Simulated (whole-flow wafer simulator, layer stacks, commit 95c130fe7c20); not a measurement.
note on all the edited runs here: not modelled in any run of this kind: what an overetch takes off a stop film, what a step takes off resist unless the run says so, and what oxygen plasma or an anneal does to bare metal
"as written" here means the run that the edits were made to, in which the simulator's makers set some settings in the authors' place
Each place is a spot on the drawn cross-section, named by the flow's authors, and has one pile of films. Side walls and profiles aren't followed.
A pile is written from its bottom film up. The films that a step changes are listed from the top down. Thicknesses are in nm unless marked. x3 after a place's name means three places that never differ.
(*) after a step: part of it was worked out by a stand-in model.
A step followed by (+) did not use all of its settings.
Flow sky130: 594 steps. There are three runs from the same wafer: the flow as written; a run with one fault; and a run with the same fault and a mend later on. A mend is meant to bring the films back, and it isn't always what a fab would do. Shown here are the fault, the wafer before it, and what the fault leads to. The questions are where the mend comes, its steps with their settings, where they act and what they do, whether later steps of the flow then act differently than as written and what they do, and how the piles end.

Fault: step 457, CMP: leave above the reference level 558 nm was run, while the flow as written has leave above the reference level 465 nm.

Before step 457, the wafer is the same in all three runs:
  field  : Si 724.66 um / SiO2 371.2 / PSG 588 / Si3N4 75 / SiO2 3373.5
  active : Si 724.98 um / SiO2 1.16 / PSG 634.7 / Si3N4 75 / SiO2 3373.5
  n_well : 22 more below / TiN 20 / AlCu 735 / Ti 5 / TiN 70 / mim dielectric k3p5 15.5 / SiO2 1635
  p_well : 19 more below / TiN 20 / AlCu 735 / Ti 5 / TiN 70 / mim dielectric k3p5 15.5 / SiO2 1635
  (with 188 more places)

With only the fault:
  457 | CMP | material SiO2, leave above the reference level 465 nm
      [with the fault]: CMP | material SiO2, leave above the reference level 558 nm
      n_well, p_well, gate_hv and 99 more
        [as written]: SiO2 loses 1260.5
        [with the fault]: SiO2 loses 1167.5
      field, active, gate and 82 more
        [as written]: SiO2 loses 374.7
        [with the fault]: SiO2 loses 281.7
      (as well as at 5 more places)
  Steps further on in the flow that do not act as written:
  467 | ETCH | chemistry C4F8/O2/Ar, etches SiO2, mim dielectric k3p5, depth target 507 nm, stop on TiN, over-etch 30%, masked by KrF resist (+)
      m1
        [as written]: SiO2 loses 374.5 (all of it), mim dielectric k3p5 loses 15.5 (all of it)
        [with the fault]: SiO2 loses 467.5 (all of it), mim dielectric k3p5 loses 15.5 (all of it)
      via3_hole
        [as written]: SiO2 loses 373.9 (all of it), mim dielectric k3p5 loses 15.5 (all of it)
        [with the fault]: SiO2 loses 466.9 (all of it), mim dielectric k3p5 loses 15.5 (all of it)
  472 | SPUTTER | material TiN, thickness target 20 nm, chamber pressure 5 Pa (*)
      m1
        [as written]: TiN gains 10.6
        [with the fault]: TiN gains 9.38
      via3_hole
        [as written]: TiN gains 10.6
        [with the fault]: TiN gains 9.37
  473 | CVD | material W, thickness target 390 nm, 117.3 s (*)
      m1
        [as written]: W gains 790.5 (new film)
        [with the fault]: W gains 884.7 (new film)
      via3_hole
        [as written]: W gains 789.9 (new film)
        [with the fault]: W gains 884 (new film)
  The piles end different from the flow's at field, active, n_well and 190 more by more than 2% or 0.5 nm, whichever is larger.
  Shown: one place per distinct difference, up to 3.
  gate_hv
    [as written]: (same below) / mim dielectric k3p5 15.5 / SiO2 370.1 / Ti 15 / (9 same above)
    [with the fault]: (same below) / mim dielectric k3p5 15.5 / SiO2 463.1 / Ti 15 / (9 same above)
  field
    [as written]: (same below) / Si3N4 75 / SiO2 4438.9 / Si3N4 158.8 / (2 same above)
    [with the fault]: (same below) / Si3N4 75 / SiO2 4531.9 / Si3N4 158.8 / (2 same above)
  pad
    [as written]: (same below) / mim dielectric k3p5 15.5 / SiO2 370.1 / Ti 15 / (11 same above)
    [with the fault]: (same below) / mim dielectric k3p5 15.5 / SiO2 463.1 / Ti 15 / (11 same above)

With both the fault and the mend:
  The mend follows step 457.
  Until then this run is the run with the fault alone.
  457a | CMP | material SiO2, leave above the reference level 465 nm (the flow's step 457 again)
      field, active, n_well and 189 more
        SiO2 loses 93
  Every later step of the flow that is run acts as written at every place that is followed.
  The piles end the same as the flow's at every place that both follow.
